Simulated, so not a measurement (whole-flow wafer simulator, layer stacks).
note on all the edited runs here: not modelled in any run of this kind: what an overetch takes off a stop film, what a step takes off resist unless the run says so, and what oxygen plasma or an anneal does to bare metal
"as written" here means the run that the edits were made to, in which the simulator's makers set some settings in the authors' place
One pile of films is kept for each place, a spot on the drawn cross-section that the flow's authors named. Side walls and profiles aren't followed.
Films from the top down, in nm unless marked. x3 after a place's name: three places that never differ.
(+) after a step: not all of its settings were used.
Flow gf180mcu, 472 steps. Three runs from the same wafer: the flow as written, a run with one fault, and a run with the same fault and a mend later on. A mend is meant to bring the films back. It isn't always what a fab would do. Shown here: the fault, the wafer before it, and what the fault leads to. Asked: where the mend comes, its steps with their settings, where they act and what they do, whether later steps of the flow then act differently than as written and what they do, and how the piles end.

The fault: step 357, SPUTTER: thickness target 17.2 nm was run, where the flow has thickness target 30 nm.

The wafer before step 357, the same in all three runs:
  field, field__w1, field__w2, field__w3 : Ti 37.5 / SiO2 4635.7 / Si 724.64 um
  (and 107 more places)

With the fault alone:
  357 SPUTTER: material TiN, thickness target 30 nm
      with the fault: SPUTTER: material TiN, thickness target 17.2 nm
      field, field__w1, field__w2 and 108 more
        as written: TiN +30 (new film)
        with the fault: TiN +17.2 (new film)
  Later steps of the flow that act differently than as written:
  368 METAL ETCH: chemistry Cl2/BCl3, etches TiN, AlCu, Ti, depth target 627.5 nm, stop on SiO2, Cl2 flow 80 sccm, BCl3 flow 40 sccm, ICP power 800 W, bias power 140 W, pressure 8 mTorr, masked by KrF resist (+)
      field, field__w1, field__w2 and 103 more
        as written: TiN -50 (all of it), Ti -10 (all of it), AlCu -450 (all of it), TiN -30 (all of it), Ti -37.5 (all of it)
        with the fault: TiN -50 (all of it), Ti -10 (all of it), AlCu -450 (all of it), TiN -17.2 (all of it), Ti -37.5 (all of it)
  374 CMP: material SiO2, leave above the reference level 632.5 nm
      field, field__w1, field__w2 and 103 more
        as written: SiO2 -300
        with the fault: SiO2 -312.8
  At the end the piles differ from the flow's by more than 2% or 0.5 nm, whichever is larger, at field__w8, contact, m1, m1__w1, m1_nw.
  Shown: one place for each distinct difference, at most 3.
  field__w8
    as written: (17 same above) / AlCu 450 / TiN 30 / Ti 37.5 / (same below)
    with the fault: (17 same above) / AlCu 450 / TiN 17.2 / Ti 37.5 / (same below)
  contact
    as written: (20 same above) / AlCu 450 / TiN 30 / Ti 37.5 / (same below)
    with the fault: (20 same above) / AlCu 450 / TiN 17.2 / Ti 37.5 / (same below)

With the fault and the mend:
  The mend comes after step 357.
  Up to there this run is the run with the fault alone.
  357a SPUTTER: material TiN, thickness target 12.8 nm (the flow's step 357 once more, with other settings)
      field, field__w1, field__w2 and 108 more
        TiN +12.8
  No later step of the flow acts differently than as written at any place that is followed.
  At the end the piles are the same as the flow's at every place that both follow.
